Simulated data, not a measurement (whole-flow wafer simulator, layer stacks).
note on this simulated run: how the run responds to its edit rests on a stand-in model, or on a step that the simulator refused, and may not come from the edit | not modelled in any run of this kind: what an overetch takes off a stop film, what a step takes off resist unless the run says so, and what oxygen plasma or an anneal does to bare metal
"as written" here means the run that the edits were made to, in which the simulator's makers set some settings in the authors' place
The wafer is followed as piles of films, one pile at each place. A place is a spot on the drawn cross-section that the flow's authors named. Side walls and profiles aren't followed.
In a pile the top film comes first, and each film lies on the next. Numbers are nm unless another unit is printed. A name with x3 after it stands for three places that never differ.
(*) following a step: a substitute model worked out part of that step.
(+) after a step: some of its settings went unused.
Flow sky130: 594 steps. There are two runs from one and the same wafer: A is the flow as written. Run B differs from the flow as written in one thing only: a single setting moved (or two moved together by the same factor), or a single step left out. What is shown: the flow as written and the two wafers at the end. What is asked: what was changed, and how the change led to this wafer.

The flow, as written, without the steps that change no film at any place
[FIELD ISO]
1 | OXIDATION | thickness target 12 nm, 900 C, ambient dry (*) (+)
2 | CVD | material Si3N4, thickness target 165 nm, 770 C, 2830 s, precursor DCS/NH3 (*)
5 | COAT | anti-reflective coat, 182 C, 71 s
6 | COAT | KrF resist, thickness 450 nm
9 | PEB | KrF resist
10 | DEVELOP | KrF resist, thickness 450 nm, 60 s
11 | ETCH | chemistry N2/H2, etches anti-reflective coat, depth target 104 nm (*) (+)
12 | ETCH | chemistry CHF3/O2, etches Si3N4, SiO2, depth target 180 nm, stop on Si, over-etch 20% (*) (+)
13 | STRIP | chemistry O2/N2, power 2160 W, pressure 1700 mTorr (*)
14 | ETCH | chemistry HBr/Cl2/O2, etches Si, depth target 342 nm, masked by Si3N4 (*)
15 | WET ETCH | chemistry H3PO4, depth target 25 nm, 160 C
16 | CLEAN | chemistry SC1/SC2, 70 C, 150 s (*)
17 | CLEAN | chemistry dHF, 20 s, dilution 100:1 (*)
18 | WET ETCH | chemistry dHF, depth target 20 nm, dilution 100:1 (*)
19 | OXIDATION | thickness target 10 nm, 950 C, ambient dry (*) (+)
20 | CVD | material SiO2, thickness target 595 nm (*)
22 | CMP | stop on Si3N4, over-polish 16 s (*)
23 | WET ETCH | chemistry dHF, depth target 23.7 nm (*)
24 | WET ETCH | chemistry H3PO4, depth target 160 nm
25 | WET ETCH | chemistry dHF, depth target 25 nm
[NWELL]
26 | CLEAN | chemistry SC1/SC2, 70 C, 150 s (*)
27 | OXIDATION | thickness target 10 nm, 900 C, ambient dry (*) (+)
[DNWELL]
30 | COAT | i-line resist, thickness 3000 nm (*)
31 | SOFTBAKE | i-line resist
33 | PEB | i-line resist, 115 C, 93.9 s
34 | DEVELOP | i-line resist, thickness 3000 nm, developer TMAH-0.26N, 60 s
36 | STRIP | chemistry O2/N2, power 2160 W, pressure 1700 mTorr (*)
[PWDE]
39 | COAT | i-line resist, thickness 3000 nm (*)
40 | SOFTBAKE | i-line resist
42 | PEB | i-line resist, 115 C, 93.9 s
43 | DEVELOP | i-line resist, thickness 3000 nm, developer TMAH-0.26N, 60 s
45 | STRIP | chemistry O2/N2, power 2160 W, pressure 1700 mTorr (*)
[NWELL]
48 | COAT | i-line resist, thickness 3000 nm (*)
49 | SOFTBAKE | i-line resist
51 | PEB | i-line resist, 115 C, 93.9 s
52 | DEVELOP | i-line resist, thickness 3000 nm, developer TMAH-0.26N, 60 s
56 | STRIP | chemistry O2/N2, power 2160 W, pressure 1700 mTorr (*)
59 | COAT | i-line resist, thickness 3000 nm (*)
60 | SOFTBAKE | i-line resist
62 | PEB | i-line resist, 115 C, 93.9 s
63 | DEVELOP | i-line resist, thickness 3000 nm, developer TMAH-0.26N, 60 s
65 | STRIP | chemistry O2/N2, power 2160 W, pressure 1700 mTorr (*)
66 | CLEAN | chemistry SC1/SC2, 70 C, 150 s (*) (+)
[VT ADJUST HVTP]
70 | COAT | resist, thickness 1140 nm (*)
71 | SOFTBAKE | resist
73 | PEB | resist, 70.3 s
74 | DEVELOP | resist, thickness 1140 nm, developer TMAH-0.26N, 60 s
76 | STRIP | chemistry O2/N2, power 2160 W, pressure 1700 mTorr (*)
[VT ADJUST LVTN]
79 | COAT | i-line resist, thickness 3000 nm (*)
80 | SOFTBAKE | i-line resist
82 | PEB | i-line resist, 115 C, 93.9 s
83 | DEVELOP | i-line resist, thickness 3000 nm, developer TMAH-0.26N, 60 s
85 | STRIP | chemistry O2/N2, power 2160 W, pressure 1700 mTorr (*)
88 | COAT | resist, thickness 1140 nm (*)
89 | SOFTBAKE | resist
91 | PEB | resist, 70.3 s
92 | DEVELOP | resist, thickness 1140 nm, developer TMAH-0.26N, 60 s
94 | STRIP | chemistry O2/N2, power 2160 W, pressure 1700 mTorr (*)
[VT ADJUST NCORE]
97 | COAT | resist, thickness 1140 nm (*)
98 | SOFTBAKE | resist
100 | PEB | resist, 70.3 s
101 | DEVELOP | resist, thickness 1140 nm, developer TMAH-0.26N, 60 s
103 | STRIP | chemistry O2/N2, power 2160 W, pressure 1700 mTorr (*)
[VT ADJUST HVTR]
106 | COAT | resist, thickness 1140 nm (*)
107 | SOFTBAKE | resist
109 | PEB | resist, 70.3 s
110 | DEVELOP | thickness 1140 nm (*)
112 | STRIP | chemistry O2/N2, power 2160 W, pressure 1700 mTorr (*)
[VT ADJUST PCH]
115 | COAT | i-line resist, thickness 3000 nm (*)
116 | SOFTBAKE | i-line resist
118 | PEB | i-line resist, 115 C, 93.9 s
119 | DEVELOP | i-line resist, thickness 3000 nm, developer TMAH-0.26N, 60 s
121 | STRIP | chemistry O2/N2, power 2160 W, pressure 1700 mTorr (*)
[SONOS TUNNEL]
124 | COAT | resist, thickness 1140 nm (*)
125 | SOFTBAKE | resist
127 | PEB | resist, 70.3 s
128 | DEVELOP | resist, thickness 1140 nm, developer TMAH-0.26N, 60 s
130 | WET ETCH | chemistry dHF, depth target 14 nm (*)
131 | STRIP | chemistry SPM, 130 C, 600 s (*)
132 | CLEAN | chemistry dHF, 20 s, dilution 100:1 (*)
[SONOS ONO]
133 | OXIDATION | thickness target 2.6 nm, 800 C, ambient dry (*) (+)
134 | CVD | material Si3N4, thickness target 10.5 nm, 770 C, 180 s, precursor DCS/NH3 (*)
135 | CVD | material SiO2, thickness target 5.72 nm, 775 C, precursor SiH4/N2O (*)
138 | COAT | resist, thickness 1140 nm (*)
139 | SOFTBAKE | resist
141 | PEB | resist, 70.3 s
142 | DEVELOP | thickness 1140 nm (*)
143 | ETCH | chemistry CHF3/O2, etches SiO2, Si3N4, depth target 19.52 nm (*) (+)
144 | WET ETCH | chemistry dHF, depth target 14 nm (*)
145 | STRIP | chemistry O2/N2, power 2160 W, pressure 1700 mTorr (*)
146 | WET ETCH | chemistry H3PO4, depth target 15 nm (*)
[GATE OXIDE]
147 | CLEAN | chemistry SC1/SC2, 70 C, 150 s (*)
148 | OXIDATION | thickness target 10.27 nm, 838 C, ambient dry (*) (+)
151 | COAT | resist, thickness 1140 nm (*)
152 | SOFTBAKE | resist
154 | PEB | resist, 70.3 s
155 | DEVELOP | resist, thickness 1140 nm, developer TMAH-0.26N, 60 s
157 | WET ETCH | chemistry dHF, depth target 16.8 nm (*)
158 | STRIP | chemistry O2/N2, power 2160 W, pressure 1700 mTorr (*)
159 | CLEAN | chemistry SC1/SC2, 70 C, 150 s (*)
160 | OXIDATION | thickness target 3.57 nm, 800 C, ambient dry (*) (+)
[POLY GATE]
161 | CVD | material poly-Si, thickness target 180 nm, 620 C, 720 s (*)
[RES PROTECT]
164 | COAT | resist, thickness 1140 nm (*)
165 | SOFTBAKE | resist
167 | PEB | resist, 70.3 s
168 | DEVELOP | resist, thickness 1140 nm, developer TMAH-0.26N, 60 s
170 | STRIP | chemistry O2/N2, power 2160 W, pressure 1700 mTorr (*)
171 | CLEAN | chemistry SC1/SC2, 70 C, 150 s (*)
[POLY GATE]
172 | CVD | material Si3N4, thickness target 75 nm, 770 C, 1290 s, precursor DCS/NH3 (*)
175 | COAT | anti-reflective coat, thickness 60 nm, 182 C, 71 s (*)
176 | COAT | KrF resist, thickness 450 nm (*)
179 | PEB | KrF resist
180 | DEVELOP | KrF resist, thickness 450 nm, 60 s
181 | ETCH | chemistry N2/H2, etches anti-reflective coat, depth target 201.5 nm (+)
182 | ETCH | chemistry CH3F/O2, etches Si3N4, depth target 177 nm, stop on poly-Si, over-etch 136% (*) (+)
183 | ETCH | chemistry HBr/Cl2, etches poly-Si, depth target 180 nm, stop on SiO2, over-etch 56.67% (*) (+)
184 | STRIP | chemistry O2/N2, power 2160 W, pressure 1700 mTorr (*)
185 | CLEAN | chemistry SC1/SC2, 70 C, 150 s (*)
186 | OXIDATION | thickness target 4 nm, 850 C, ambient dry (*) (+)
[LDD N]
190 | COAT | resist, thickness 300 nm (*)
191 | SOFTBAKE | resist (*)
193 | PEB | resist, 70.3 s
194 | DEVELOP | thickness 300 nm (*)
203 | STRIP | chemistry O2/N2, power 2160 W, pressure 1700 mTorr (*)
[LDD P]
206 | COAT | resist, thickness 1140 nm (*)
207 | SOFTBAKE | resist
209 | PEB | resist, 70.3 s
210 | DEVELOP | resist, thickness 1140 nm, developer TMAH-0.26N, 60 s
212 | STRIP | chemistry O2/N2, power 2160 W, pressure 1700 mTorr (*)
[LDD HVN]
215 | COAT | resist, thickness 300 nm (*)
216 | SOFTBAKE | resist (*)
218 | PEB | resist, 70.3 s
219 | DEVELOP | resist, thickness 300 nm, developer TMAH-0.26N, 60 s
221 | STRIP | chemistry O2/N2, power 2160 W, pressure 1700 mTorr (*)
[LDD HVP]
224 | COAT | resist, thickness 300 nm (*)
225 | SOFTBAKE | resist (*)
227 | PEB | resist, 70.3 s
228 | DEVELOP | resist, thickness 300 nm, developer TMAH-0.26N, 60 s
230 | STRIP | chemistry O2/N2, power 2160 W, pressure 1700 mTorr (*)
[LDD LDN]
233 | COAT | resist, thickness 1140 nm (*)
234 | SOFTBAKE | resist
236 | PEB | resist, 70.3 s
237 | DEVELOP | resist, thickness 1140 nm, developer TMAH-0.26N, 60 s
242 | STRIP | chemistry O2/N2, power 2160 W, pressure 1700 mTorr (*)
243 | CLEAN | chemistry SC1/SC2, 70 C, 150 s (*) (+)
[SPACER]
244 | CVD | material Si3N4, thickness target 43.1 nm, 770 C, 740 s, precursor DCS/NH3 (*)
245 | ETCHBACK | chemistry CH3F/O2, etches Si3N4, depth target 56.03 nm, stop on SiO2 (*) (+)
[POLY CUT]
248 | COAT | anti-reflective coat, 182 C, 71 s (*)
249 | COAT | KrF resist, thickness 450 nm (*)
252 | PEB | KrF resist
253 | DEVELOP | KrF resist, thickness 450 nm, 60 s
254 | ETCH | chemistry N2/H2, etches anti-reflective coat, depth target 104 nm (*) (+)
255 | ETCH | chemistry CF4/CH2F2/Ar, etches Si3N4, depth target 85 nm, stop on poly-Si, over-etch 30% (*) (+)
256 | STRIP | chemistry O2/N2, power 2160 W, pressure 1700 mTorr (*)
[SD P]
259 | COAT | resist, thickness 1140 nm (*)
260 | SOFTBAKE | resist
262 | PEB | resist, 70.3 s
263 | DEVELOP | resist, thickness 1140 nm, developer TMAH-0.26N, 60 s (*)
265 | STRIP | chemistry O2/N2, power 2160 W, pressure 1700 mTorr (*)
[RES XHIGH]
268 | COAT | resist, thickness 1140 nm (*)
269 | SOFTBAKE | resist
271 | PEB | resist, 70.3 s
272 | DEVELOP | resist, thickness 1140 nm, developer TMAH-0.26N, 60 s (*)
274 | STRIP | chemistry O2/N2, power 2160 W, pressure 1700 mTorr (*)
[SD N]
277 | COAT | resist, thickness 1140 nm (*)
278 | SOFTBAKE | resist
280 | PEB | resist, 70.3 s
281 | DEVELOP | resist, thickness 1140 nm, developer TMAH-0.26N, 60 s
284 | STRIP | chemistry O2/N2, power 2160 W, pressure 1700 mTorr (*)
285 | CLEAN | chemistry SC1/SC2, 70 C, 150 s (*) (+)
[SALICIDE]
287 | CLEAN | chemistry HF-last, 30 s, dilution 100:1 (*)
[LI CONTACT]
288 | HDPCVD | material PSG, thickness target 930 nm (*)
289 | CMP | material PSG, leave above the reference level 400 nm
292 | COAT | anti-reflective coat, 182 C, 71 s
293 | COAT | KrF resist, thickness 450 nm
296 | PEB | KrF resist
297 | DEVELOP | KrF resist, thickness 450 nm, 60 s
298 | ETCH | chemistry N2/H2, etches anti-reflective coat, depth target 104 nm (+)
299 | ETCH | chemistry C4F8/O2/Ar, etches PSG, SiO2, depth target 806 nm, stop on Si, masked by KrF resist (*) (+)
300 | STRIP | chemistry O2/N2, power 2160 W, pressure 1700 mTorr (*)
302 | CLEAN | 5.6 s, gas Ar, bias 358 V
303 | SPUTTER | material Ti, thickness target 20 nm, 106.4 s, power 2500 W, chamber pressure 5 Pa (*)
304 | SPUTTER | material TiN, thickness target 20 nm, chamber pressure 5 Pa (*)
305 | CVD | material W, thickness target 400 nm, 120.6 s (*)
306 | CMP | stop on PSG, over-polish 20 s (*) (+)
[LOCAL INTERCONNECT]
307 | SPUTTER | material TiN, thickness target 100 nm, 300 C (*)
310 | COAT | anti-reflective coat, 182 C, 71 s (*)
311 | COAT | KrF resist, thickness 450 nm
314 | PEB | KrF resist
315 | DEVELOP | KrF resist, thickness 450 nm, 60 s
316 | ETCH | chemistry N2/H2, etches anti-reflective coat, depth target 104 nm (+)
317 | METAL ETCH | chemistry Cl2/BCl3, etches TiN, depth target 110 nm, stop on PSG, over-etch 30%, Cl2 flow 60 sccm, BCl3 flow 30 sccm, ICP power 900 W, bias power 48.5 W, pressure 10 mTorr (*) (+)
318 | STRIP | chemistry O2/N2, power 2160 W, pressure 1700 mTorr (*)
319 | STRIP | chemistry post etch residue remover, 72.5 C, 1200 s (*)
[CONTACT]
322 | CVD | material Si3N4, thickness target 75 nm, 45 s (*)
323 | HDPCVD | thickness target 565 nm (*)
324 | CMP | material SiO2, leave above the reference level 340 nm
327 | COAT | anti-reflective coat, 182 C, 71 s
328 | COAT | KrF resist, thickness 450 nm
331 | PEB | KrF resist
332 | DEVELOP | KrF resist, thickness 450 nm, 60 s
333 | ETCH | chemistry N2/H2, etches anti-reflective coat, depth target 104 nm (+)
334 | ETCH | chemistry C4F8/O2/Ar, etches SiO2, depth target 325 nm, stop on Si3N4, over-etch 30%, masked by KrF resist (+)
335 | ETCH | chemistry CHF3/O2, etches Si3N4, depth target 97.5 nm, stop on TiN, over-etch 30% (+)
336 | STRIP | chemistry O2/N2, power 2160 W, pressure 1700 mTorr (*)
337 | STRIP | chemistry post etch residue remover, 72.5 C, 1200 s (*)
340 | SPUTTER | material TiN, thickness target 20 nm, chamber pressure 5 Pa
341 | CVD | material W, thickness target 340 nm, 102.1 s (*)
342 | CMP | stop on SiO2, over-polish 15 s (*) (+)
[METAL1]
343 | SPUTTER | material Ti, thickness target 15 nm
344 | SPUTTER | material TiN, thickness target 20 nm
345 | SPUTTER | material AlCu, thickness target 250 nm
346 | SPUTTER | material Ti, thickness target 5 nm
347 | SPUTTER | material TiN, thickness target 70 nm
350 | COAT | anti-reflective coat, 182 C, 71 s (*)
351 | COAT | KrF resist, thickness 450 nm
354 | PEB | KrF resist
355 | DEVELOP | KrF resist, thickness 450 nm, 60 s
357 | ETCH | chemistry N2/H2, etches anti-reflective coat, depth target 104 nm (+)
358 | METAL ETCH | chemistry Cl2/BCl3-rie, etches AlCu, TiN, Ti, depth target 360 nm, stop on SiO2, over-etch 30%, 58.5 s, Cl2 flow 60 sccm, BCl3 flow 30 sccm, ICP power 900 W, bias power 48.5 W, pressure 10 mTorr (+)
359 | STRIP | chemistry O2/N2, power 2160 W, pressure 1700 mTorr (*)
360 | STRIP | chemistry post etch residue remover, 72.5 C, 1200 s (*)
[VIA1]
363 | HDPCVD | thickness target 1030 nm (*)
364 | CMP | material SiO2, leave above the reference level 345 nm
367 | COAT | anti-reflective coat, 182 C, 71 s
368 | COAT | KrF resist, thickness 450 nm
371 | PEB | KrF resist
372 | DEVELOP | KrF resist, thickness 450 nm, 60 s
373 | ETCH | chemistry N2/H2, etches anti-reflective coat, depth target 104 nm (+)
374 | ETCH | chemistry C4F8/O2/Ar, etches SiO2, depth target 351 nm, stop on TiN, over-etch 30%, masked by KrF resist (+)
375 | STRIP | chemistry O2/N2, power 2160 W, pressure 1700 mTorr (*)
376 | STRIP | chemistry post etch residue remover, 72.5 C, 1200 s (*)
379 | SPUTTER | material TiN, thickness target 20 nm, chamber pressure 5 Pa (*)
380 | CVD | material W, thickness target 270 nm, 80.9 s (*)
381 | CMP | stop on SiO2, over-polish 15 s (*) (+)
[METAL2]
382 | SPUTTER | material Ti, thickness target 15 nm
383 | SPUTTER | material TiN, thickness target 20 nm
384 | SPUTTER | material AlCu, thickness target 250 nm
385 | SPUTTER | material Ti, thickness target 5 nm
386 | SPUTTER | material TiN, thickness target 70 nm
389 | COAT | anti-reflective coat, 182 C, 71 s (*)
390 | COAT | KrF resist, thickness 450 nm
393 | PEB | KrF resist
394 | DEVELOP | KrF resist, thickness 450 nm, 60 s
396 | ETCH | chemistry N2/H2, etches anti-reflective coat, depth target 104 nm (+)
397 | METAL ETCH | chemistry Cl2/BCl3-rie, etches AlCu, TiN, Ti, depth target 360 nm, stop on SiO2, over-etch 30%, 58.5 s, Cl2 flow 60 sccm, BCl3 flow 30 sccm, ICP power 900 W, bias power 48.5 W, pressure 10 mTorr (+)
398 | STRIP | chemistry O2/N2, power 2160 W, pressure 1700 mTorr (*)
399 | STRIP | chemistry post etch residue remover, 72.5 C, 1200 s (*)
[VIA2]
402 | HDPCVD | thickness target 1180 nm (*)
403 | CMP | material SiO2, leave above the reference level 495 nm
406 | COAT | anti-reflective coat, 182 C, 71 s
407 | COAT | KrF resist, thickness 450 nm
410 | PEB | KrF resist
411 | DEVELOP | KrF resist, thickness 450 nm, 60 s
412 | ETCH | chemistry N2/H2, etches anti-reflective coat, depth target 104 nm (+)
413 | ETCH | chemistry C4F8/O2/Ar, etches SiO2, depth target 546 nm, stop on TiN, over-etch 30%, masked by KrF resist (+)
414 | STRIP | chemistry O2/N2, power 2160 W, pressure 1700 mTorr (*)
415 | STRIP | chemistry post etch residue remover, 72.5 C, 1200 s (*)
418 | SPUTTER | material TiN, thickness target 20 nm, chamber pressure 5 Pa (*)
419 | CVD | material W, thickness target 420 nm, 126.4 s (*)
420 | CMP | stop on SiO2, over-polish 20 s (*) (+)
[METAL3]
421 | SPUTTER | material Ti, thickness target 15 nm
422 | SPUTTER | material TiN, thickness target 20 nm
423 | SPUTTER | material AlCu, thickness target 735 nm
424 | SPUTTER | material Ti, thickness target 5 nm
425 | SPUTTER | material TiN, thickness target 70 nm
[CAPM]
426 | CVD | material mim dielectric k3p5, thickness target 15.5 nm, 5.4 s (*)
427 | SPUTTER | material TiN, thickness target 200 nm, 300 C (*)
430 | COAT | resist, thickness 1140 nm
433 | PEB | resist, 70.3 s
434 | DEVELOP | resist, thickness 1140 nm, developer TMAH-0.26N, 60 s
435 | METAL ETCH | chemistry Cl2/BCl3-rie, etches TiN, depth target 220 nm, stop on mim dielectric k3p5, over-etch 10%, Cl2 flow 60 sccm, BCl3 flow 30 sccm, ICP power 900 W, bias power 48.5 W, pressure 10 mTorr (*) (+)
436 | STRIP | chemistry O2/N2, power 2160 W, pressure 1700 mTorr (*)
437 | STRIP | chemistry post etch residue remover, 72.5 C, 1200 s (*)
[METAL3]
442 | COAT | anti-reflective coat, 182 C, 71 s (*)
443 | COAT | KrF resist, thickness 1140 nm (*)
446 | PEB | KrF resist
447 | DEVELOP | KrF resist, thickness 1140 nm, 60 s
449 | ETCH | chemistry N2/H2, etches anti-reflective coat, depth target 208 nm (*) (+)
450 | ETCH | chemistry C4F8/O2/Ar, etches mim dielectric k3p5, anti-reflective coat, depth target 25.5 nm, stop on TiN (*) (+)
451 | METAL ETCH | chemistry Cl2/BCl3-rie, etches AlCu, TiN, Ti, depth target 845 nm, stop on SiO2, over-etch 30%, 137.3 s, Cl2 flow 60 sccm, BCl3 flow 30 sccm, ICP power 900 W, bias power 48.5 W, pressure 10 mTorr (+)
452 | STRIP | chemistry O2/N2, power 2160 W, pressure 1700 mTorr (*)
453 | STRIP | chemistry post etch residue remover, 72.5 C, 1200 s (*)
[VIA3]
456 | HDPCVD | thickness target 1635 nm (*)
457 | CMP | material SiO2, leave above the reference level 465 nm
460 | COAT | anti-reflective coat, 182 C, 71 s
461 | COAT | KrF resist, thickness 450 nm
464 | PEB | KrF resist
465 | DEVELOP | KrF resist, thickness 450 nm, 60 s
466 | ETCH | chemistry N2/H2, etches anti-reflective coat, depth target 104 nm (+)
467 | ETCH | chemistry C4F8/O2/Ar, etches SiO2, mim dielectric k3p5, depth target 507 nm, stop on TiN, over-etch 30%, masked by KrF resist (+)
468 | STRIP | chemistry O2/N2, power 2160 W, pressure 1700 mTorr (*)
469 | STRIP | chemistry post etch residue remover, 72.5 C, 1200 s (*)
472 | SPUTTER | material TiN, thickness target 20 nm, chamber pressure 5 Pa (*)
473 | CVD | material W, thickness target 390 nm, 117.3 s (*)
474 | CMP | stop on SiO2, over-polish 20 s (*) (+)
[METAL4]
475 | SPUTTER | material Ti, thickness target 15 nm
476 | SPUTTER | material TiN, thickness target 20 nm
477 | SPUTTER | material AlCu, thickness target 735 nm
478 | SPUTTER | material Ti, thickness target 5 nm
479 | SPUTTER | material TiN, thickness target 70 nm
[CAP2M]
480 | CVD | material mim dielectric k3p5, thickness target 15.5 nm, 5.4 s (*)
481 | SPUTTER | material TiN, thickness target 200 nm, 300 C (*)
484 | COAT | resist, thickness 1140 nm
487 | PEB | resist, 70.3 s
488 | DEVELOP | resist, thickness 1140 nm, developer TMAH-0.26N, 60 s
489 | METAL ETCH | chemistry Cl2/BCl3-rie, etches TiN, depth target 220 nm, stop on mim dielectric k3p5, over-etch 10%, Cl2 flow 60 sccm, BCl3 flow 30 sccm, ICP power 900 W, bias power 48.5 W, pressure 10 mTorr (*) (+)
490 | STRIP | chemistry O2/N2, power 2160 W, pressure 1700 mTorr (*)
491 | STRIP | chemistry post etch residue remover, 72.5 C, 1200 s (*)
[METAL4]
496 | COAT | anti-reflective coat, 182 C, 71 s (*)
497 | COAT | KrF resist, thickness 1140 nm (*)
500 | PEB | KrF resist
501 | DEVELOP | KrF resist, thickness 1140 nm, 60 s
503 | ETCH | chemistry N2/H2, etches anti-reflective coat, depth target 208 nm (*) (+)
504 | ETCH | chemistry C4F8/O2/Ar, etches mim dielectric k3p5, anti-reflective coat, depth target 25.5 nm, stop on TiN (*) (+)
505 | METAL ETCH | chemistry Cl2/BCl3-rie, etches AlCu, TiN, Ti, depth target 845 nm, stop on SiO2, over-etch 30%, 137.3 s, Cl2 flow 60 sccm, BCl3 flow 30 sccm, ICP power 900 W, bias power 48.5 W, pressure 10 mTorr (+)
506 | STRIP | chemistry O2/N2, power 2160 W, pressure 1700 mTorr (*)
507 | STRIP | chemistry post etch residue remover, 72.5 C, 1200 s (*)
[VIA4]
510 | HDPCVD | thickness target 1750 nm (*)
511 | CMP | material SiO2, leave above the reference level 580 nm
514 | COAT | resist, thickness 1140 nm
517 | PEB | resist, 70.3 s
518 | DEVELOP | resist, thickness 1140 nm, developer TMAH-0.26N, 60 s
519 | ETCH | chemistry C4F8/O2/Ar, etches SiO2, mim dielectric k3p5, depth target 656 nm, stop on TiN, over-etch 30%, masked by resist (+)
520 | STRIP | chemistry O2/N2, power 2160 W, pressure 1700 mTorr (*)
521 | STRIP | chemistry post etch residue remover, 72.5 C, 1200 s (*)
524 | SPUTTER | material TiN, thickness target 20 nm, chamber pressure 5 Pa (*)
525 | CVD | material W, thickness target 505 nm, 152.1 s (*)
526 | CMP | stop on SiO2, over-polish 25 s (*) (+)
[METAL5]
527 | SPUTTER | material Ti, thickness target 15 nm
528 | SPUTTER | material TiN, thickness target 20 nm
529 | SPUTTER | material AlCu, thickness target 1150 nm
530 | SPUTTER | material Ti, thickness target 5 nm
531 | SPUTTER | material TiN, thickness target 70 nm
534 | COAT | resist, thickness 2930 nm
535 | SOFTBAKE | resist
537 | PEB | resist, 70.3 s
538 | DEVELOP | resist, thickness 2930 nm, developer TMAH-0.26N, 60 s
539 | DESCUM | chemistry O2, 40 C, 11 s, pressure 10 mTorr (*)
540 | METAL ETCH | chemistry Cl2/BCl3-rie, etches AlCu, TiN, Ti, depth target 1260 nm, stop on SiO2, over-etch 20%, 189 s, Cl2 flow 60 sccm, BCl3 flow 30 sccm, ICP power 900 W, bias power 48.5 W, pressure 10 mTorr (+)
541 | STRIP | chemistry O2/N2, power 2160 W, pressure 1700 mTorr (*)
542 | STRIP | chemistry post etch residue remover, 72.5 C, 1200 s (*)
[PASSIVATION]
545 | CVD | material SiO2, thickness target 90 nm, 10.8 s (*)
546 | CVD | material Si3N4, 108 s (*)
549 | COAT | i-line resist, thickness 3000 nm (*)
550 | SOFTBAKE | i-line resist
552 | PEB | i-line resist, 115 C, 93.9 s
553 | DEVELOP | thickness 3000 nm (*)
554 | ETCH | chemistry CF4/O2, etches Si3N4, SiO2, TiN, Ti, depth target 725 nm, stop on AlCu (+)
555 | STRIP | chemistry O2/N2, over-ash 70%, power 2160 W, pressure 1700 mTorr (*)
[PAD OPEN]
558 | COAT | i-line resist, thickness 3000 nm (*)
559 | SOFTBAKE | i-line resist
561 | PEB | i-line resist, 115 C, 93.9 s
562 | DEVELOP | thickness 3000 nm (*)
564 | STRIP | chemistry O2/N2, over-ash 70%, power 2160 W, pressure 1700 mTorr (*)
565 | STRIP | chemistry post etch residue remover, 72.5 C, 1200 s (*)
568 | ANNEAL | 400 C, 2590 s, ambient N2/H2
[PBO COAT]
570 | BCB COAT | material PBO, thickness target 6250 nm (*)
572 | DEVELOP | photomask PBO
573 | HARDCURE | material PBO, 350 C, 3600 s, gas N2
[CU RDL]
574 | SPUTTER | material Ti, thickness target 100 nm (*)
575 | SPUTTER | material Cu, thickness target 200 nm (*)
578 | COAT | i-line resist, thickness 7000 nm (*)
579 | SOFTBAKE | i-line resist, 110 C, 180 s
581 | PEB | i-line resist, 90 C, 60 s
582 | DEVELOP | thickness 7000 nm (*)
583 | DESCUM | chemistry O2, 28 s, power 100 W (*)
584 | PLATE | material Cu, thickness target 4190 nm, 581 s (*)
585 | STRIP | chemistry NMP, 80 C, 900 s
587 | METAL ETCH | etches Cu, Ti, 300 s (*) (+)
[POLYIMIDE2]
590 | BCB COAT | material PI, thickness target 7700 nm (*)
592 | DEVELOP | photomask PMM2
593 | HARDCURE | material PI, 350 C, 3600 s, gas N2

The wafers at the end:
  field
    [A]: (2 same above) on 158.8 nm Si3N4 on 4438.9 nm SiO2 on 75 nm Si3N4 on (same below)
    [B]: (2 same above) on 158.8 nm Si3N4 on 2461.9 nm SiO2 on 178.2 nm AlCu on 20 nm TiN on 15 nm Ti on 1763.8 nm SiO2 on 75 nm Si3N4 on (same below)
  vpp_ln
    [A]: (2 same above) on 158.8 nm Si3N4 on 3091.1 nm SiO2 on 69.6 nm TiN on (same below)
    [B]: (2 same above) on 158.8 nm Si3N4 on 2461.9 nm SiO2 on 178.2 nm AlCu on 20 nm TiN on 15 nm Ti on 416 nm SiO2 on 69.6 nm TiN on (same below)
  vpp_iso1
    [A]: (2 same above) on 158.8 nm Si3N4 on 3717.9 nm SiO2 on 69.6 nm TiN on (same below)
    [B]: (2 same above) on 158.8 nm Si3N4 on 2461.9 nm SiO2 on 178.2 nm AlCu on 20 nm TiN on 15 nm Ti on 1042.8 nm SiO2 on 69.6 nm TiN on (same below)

Cause: step 451, METAL ETCH: depth target 481.6 nm was run, though the flow has depth target 845 nm; step 451, METAL ETCH: 78.3 s was run, where the flow has 137.3 s.

The path from the change to this, step by step:
  451 | METAL ETCH | chemistry Cl2/BCl3-rie, etches AlCu, TiN, Ti, depth target 845 nm, stop on SiO2, over-etch 30%, 137.3 s, Cl2 flow 60 sccm, BCl3 flow 30 sccm, ICP power 900 W, bias power 48.5 W, pressure 10 mTorr (+)
      field, gate, spacer and 68 more: A -70 TiN (all of it), -5 Ti (all of it), -735 AlCu (all of it), -20 TiN (all of it), -15 Ti (all of it), -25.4 SiO2 | B -70 TiN (all of it), -5 Ti (all of it), -551.1 AlCu
      active, vpp_ln, vpp_iso2 and 11 more: A -70 TiN (all of it), -5 Ti (all of it), -735 AlCu (all of it), -20 TiN (all of it), -15 Ti (all of it), -25.3 SiO2 | B -70 TiN (all of it), -5 Ti (all of it), -551.1 AlCu
      (as well as at 107 more places)
  452 | STRIP | chemistry O2/N2, power 2160 W, pressure 1700 mTorr (*)
      n_well, p_well, gate_hv and 81 more: A -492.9 KrF resist (all of it), -80 anti-reflective coat (all of it) | B -729.1 KrF resist (all of it), -80 anti-reflective coat (all of it)
      m1, via2_hole: A -493 KrF resist (all of it), -80.5 anti-reflective coat (all of it) | B -729.2 KrF resist (all of it), -80.5 anti-reflective coat (all of it)
      (as well as at 21 more places)
  453 | STRIP | chemistry post etch residue remover, 72.5 C, 1200 s (*)
      field, active, gate and 82 more: A nothing | B -5.72 AlCu
  456 | HDPCVD | thickness target 1635 nm (*)
      field, active, gate and 82 more: A +1635 SiO2 | B +1635 SiO2 (new film)
  457 | CMP | material SiO2, leave above the reference level 465 nm
      field, active, gate and 82 more: A -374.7 SiO2 | B -613.2 SiO2
If metal films that touch count as one body, field has 1 body; the flow as written gives 0 bodies.
If metal films that touch count as one body, vpp_ln has 3 bodies (between them, from the top down: SiO2 416; SiO2 267.2); the flow as written gives 2 bodies (between them, from the top down: SiO2 267.2).
If metal films that touch count as one body, vpp_iso1 has 2 bodies (between them, from the top down: SiO2 1042.8); the flow as written gives 1 body.
